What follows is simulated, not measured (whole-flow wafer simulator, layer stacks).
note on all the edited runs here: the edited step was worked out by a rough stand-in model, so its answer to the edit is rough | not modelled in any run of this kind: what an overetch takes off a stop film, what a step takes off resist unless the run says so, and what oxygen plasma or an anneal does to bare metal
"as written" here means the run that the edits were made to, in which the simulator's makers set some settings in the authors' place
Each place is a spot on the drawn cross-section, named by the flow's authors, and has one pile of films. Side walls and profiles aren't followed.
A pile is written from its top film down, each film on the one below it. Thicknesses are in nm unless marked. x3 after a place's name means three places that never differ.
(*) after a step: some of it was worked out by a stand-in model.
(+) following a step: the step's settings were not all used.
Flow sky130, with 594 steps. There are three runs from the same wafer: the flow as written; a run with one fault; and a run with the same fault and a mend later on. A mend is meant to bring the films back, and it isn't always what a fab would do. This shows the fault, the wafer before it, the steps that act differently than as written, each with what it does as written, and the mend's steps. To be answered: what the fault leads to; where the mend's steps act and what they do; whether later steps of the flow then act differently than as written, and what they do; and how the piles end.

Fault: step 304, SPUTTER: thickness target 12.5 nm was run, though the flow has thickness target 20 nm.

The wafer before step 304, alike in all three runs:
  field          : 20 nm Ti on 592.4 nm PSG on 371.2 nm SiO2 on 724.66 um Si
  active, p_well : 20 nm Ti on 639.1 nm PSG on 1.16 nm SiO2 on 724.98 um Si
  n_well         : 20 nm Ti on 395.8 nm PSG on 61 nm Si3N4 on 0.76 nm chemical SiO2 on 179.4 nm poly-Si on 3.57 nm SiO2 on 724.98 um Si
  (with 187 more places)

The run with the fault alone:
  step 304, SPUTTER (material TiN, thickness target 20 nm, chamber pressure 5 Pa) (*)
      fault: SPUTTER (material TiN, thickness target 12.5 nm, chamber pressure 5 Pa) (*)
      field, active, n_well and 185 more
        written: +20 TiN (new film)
        fault: +12.5 TiN (new film)
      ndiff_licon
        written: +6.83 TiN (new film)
        fault: +4.32 TiN (new film)
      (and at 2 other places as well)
  Steps further on in the flow that do not act as written (1 other step is not shown; it differs only slightly, by no more than 2% or 0.5 nm, whichever is larger):
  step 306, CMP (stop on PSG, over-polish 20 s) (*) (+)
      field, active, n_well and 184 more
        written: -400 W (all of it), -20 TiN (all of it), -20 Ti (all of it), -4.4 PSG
        fault: -400 W (all of it), -12.5 TiN (all of it), -20 Ti (all of it), -4.4 PSG
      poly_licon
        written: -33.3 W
        fault: -25.8 W
  The piles end different from the flow's at poly_licon, ndiff_licon, ndiff_licon_cpp, rpo_hd_licon by more than 2% or 0.5 nm, whichever is larger.
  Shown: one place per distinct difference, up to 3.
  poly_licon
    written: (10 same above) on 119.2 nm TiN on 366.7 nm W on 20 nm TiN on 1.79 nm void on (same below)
    fault: (10 same above) on 119.2 nm TiN on 374.2 nm W on 12.5 nm TiN on 1.79 nm void on (same below)
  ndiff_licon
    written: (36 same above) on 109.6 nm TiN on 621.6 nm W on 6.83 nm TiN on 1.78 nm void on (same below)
    fault: (36 same above) on 109.6 nm TiN on 624.1 nm W on 4.32 nm TiN on 1.78 nm void on (same below)
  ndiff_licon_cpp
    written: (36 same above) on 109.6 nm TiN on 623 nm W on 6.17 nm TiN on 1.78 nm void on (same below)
    fault: (36 same above) on 109.6 nm TiN on 625.3 nm W on 3.9 nm TiN on 1.78 nm void on (same below)

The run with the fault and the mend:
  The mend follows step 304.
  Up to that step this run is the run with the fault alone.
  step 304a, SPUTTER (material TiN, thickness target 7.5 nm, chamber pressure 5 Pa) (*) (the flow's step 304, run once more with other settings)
      field, active, n_well and 185 more
        +7.5 TiN
      ndiff_licon
        +2.51 TiN
      ndiff_licon_cpp
        +2.27 TiN
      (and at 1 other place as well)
  None of the later steps of the flow differs from how it acts as written, at any place that is followed, by more than 2% or 0.5 nm, whichever is larger.
  The piles end only slightly different from the flow's at the places that both follow, by no more than 2% or 0.5 nm, whichever is larger.
